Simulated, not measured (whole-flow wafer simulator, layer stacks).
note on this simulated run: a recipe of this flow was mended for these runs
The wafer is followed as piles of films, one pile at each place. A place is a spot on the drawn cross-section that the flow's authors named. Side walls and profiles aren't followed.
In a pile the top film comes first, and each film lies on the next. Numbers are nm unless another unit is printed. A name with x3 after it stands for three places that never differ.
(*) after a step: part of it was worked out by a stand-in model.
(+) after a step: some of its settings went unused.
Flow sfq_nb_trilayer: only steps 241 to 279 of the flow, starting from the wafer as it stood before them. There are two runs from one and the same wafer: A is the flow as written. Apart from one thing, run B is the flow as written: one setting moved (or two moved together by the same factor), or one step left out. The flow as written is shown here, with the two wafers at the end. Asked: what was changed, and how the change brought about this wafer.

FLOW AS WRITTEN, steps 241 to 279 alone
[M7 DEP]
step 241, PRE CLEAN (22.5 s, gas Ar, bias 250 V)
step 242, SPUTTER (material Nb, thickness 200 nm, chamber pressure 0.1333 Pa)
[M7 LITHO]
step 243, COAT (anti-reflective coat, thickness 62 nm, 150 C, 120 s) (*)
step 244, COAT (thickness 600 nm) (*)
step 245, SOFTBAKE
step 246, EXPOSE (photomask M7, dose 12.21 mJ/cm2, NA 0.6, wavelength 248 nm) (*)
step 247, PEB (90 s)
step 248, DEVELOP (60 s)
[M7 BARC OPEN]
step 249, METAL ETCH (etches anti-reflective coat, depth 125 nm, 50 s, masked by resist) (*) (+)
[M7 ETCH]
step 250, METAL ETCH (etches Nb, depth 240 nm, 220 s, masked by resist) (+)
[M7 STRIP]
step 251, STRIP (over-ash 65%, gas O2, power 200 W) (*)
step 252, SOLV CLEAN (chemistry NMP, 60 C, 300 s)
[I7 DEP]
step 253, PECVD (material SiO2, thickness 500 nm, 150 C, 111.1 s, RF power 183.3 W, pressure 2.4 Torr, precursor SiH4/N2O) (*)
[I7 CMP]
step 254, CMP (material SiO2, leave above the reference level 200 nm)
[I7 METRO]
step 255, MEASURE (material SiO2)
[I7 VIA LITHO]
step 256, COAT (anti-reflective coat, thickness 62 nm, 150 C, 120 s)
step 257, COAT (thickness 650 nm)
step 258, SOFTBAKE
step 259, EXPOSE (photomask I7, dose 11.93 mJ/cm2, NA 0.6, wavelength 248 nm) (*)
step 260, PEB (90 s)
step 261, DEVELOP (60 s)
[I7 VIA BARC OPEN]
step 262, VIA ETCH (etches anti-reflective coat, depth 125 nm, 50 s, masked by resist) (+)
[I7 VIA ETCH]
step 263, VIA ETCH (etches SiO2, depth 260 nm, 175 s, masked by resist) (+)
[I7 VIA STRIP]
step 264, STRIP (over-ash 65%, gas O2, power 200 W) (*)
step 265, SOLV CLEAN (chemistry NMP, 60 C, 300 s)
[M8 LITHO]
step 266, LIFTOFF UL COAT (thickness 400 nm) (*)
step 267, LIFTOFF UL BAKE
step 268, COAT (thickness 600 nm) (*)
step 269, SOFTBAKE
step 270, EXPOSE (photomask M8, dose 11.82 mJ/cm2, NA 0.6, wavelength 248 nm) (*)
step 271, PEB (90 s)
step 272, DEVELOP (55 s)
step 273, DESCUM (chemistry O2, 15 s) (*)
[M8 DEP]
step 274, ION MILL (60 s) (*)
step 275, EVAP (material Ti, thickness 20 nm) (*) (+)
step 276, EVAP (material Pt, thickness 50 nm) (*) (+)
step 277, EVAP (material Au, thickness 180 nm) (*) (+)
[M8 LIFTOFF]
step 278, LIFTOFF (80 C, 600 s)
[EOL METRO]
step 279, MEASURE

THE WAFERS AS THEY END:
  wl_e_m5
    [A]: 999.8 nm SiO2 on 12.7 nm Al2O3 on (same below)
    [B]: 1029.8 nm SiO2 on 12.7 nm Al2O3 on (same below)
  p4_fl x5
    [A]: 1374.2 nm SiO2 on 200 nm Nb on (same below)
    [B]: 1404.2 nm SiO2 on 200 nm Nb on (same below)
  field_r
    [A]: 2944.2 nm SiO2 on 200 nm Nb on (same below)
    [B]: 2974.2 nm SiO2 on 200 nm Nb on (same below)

The reason: step 242, SPUTTER: thickness 230 nm was run, while the flow as written has thickness 200 nm.

How this came from the change, step by step:
  step 242, SPUTTER (material Nb, thickness 200 nm, chamber pressure 0.1333 Pa)
      field_l, v_sur, via_wl and 102 more: A +200 Nb (new film) | B +230 Nb (new film)
      via_v: A +159.9 Nb | B +184 Nb
  step 250, METAL ETCH (etches Nb, depth 240 nm, 220 s, masked by resist) (+)
      field_l, field_r, lsp_l and 62 more: A -200 Nb (all of it), -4 SiO2 | B -230 Nb (all of it), -1 SiO2
  step 253, PECVD (material SiO2, thickness 500 nm, 150 C, 111.1 s, RF power 183.3 W, pressure 2.4 Torr, precursor SiH4/N2O) (*)
      m7r_space_l x2: A +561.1 SiO2 | B +588.1 SiO2
  step 254, CMP (material SiO2, leave above the reference level 200 nm)
      field_l, p4_fl x5, p4_w1 x9 and 44 more: A -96 SiO2 | B -69 SiO2
      field_r, lsp_l: A -73.2 SiO2 | B -43.2 SiO2
      (also at 2 further places)
